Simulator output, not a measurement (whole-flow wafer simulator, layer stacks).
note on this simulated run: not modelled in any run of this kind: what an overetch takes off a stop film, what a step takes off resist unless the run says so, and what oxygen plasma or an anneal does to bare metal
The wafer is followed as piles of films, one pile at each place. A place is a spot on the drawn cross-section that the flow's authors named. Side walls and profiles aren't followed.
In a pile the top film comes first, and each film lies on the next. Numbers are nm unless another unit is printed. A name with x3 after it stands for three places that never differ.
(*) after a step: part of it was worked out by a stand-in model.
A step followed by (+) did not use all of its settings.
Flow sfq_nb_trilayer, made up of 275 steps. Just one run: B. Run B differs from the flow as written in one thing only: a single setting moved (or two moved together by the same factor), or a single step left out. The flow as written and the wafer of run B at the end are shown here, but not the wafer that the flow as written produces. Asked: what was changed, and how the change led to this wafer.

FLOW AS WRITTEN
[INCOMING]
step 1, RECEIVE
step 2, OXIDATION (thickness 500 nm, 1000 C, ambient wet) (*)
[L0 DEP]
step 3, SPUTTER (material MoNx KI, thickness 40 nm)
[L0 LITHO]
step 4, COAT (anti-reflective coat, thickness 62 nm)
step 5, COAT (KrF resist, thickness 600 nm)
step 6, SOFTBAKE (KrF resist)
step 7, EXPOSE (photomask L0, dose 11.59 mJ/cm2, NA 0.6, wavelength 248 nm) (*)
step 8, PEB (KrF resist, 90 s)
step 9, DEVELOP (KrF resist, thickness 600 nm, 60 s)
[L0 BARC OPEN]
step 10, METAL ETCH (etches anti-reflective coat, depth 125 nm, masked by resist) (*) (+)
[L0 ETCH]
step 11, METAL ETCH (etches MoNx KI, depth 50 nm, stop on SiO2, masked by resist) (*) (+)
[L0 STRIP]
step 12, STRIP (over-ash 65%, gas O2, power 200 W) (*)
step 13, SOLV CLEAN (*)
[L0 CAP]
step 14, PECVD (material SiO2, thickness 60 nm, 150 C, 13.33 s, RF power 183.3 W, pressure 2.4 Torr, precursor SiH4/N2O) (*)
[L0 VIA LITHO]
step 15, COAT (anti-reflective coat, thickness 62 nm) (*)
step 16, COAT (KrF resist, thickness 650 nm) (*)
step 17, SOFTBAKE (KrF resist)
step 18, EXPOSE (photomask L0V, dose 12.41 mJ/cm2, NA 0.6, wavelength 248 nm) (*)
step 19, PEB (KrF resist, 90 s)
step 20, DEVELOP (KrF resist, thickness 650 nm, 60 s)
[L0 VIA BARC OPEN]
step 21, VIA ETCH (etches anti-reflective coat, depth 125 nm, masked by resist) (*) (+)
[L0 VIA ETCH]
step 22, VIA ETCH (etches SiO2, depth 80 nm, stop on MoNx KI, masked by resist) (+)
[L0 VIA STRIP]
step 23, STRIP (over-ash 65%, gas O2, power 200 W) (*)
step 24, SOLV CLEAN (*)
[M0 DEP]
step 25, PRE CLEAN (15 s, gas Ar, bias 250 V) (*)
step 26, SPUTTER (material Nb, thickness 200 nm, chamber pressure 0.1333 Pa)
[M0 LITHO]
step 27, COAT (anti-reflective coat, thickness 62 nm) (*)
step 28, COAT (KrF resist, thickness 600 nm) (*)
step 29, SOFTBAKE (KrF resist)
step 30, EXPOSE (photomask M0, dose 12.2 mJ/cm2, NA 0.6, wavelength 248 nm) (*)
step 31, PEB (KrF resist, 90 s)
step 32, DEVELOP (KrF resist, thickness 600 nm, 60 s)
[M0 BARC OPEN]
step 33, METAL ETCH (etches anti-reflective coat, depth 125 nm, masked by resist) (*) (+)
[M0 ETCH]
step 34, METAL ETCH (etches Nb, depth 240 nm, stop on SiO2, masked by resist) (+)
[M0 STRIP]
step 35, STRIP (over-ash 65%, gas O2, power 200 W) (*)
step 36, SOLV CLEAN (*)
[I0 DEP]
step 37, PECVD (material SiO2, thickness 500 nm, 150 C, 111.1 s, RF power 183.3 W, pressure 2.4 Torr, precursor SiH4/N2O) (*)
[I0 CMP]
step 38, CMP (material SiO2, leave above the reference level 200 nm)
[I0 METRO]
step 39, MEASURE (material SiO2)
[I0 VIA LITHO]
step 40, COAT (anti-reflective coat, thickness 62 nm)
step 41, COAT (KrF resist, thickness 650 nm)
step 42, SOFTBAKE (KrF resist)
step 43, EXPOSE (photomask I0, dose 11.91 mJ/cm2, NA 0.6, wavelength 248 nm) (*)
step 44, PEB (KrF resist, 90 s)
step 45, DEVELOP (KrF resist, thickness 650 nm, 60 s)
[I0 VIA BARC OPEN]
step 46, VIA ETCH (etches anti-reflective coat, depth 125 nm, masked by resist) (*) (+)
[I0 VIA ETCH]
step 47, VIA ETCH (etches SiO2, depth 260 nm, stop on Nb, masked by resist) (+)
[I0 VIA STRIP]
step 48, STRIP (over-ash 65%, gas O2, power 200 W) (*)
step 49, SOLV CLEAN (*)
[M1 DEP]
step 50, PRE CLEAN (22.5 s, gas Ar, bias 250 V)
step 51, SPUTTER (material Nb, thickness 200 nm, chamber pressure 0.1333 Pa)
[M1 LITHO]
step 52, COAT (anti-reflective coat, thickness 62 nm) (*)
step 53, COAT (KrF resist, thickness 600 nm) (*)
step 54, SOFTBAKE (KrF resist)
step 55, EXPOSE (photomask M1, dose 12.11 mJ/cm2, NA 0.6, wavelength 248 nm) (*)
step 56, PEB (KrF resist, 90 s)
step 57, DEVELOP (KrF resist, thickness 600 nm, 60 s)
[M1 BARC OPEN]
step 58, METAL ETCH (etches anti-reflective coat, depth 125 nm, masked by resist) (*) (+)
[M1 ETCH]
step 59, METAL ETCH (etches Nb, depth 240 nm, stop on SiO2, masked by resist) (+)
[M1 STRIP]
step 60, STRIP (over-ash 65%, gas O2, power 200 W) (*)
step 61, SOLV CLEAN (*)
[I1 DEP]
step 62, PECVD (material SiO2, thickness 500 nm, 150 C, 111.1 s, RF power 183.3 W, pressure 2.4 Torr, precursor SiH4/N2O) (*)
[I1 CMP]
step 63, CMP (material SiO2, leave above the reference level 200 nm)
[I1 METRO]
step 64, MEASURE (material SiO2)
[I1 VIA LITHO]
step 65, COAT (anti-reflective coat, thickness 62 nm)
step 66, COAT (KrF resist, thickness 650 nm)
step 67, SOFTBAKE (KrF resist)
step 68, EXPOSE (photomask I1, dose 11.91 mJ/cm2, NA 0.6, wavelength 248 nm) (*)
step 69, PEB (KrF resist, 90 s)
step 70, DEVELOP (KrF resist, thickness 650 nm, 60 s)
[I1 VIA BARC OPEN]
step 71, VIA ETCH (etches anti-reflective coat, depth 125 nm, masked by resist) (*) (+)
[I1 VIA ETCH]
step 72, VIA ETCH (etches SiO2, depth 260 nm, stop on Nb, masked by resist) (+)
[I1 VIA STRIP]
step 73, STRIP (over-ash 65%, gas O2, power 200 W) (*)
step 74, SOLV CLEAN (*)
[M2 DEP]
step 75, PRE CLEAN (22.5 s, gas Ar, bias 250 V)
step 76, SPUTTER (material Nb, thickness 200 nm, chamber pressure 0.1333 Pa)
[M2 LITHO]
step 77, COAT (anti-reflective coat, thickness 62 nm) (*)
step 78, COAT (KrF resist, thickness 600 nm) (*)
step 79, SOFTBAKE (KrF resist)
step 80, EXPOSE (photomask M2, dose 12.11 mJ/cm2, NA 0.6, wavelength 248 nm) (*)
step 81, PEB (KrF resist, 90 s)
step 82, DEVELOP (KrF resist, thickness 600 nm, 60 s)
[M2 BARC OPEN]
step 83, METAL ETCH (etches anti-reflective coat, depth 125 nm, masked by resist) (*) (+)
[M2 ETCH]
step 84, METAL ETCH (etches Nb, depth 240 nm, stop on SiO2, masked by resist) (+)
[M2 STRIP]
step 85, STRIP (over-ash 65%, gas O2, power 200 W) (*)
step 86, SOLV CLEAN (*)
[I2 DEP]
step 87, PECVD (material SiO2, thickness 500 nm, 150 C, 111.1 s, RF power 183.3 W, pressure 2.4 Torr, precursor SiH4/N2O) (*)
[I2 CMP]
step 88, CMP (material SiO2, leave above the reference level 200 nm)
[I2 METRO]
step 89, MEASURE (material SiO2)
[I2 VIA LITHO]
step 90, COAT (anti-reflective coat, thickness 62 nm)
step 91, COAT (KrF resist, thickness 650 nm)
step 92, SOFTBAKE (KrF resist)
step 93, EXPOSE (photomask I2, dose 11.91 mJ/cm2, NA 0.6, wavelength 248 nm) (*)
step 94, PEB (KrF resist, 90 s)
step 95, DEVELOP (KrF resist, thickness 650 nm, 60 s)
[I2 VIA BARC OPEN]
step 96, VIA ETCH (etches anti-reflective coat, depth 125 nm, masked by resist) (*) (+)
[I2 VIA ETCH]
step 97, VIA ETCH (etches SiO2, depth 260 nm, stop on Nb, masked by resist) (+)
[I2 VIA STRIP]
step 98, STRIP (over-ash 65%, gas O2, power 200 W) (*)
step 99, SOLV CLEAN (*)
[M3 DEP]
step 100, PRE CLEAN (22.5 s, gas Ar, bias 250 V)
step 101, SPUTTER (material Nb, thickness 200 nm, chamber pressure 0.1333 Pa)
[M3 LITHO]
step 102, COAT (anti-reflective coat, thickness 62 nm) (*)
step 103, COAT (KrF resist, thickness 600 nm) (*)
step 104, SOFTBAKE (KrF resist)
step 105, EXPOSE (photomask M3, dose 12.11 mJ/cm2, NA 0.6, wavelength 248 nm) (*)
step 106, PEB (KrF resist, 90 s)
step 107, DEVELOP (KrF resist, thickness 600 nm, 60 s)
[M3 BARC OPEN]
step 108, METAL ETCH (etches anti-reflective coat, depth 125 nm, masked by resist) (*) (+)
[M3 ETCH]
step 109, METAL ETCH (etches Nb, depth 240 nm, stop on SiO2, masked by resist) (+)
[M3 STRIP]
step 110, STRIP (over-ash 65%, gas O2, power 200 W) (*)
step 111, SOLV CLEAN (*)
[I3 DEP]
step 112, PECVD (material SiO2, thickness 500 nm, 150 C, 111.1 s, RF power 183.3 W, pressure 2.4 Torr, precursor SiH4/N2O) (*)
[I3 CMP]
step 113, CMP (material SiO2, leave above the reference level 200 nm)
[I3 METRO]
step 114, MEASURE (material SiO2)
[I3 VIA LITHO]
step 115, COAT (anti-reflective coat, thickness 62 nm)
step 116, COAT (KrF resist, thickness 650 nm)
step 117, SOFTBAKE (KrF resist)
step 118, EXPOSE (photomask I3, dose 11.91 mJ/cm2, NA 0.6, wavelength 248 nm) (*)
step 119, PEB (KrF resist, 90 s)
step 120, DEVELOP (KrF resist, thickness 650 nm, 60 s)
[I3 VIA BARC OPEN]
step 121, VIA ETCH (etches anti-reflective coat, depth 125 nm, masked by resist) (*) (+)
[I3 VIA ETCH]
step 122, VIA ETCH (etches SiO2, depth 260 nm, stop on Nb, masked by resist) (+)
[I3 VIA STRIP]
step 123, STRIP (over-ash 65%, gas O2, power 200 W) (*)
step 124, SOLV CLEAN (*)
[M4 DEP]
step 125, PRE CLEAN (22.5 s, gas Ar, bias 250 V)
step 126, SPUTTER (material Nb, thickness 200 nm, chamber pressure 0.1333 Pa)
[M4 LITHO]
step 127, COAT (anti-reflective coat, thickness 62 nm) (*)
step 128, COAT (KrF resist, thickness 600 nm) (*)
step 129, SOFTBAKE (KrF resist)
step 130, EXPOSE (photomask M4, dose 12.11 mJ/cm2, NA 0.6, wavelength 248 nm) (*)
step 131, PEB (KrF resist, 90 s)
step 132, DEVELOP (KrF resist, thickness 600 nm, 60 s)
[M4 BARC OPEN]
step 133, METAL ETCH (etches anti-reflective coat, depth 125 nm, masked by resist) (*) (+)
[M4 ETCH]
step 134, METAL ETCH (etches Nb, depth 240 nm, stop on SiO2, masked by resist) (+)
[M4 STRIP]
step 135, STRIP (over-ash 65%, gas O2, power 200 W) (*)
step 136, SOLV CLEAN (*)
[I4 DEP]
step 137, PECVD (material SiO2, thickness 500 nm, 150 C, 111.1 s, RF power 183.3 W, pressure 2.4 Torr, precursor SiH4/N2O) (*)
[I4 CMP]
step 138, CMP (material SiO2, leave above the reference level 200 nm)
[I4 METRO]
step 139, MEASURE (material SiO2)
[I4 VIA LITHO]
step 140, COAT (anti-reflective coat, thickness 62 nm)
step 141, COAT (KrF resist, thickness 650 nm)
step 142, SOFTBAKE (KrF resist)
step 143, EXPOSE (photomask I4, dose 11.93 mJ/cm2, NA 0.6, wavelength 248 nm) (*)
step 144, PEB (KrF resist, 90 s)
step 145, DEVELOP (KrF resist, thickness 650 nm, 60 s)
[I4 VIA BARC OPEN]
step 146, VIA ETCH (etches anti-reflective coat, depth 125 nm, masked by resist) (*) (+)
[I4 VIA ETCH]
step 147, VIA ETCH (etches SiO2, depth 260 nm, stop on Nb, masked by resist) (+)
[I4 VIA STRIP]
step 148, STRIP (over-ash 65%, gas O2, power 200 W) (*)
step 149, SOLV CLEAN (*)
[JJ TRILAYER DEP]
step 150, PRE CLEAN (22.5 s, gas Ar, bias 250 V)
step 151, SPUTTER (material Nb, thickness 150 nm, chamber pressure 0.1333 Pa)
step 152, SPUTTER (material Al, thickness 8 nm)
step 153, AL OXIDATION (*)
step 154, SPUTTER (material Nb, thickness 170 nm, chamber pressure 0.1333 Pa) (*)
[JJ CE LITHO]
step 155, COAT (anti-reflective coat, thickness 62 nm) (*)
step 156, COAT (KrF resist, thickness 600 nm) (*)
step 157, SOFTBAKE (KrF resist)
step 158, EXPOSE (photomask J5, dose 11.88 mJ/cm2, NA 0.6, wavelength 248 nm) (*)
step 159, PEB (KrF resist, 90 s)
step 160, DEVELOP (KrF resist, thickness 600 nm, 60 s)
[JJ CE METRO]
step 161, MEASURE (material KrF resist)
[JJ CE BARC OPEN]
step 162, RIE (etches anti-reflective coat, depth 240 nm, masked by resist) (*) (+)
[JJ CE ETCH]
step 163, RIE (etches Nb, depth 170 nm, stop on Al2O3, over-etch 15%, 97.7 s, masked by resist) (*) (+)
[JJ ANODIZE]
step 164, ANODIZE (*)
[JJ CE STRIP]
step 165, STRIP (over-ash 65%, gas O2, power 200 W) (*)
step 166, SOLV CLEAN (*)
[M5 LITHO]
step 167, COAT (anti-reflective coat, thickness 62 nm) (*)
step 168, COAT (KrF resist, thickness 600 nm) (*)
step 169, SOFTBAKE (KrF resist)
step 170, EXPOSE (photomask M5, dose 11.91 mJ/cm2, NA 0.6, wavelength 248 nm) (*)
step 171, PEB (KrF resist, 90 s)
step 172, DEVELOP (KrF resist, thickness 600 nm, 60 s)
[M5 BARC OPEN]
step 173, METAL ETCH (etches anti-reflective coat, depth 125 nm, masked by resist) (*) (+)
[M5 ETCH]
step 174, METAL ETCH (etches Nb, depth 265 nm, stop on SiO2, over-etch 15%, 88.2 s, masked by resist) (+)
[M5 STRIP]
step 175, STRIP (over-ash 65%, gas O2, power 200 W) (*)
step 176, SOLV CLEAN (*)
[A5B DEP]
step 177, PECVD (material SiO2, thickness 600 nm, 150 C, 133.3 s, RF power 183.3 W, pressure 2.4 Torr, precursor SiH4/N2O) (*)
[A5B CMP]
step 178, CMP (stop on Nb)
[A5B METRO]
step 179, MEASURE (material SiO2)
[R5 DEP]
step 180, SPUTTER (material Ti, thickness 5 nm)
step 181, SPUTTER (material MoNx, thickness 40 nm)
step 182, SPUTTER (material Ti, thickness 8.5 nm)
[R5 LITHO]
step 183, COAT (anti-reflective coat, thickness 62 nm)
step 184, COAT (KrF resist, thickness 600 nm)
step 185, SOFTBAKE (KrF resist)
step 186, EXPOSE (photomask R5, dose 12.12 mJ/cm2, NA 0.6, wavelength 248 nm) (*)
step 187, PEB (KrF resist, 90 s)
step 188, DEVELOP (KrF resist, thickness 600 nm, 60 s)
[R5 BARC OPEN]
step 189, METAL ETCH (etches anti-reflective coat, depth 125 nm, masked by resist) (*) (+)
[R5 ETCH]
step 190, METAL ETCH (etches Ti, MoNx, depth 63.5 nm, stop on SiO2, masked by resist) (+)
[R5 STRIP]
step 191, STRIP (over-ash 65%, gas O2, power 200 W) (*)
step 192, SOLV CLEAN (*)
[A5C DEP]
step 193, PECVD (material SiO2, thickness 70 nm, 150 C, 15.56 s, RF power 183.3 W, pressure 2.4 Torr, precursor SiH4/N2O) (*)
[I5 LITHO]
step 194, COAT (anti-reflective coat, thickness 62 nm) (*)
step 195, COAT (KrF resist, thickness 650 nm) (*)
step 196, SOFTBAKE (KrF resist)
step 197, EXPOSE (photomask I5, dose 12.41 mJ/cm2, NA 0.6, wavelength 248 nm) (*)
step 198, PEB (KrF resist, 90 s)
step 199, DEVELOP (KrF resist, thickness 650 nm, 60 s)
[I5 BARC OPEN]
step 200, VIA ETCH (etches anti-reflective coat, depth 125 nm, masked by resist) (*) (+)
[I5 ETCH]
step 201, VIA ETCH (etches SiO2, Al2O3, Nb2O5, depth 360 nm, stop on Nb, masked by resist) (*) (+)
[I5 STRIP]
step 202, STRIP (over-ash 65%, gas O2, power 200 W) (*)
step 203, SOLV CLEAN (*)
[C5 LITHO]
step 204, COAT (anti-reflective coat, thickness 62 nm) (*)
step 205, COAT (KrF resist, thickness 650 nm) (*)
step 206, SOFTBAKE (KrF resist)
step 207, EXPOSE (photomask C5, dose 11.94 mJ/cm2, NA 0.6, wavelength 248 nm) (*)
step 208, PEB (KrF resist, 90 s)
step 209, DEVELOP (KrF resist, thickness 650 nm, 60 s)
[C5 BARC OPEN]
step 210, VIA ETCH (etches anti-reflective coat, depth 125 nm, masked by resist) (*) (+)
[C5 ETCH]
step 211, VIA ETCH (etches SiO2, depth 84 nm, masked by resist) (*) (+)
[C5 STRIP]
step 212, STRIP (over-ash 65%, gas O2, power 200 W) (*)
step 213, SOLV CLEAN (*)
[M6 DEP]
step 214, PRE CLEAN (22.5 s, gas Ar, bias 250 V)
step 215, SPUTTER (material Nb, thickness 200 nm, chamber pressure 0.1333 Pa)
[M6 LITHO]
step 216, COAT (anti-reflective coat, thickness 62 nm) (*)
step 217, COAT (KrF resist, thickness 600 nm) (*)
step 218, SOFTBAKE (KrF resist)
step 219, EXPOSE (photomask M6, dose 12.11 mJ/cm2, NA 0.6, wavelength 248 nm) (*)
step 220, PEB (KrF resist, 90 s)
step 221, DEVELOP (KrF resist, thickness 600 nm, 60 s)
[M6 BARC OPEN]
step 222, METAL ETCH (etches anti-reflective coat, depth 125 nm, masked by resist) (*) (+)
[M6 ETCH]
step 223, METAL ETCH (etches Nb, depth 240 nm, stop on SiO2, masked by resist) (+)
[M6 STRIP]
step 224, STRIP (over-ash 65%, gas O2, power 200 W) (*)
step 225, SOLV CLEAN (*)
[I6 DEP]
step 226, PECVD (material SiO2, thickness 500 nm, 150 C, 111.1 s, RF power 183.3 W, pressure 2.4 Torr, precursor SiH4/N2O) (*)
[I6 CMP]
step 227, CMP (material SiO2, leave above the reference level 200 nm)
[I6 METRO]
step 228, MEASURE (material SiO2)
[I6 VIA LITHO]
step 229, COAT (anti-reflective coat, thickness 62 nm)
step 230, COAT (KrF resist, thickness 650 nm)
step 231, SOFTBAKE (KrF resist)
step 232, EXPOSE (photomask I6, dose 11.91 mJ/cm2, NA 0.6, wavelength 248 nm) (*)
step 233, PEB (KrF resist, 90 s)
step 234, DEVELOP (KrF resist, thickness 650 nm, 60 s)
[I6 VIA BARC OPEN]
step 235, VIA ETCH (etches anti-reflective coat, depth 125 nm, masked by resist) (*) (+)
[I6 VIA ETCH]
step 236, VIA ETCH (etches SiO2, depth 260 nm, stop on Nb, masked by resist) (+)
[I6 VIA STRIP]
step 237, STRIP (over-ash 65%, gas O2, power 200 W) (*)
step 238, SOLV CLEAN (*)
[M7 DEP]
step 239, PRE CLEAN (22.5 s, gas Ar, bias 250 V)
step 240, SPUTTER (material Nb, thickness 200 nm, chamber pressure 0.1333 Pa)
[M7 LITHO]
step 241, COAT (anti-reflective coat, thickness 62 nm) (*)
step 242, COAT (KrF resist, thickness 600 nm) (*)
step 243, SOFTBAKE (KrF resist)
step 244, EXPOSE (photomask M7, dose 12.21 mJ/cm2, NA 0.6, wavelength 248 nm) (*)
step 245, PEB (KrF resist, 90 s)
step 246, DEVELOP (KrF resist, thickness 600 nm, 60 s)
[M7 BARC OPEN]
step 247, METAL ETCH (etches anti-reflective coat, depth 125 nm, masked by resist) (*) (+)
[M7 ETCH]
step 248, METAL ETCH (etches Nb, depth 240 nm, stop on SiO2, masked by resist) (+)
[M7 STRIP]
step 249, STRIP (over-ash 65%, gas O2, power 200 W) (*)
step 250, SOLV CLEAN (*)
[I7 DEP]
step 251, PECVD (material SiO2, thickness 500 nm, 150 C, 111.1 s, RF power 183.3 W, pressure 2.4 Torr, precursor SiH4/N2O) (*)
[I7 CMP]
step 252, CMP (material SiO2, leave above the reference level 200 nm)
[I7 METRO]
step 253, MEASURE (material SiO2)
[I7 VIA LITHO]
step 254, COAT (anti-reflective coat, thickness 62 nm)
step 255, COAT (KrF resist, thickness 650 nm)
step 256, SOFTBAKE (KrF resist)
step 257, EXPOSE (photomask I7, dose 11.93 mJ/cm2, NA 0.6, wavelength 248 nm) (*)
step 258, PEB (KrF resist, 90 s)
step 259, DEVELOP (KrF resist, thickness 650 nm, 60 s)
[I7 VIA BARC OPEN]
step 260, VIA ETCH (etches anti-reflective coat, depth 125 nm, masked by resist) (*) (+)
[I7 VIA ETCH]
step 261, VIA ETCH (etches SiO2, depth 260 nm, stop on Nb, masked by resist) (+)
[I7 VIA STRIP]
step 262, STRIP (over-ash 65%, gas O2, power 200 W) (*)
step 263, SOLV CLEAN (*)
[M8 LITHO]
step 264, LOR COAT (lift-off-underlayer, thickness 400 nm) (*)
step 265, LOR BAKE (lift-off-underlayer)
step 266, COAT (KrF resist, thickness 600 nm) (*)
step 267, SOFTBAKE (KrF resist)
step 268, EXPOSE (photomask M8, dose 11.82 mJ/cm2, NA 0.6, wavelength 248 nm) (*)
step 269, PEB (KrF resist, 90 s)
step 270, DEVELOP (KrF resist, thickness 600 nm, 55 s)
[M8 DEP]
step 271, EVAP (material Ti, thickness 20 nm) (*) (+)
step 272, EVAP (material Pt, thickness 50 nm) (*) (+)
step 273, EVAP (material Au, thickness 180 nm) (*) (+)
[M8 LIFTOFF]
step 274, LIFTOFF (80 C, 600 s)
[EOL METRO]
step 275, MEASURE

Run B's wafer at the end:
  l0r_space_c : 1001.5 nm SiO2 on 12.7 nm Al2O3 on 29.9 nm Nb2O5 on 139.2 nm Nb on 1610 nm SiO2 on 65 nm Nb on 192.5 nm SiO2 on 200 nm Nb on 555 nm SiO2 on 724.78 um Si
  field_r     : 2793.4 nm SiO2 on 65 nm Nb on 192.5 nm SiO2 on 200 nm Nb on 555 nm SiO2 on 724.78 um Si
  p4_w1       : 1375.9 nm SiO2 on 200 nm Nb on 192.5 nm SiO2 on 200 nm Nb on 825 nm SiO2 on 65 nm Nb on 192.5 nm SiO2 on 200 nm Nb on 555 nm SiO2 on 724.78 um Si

The reason: step 51, SPUTTER: thickness 305 nm was run, whereas the flow has thickness 200 nm.

How this came from the change, step by step:
  step 51, SPUTTER (material Nb, thickness 200 nm, chamber pressure 0.1333 Pa)
      field_l, v_sur, via_wl and 102 more: Nb gains 305 (new film) (as written it would have been: Nb gains 200 (new film))
      via_w: Nb gains 267.8 (as written it would have been: Nb gains 174.5)
  step 59, METAL ETCH (etches Nb, depth 240 nm, stop on SiO2, masked by resist) (+)
      field_l, be, be_sur and 79 more: Nb loses 240 (as written it would have been: Nb loses 200 (all of it))
  step 62, PECVD (material SiO2, thickness 500 nm, 150 C, 111.1 s, RF power 183.3 W, pressure 2.4 Torr, precursor SiH4/N2O) (*)
      field_l, be, be_sur and 72 more: SiO2 gains 500 (new film) (as written it would have been: SiO2 gains 500)
      lsp_m, ln_m6, lsp_r, l0_sur, l0v: SiO2 gains 493.9 (new film) (as written it would have been: SiO2 gains 494.9)
      (and at 3 other places as well)
  step 63, CMP (material SiO2, leave above the reference level 200 nm)
      field_l, be, be_sur and 72 more: SiO2 loses 60 (as written it would have been: SiO2 loses 100)
      lsp_m, ln_m6, lsp_r, l0_sur, l0v: SiO2 loses 53.9 (as written it would have been: SiO2 loses 94.9)
      (and at 1 other place as well)
With metal films that touch counted as one body, l0r_space_c has 3 bodies (between them, from the top down: SiO2 1610; SiO2 192.5); the flow as written gives 2 bodies (between them, from the top down: SiO2 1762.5).
With metal films that touch counted as one body, field_r has 2 bodies (between them, from the top down: SiO2 192.5); the flow as written gives 1 body.
With metal films that touch counted as one body, p4_w1 has 4 bodies (between them, from the top down: SiO2 192.5; SiO2 825; SiO2 192.5); the flow as written gives 3 bodies (between them, from the top down: SiO2 192.5; SiO2 977.5).
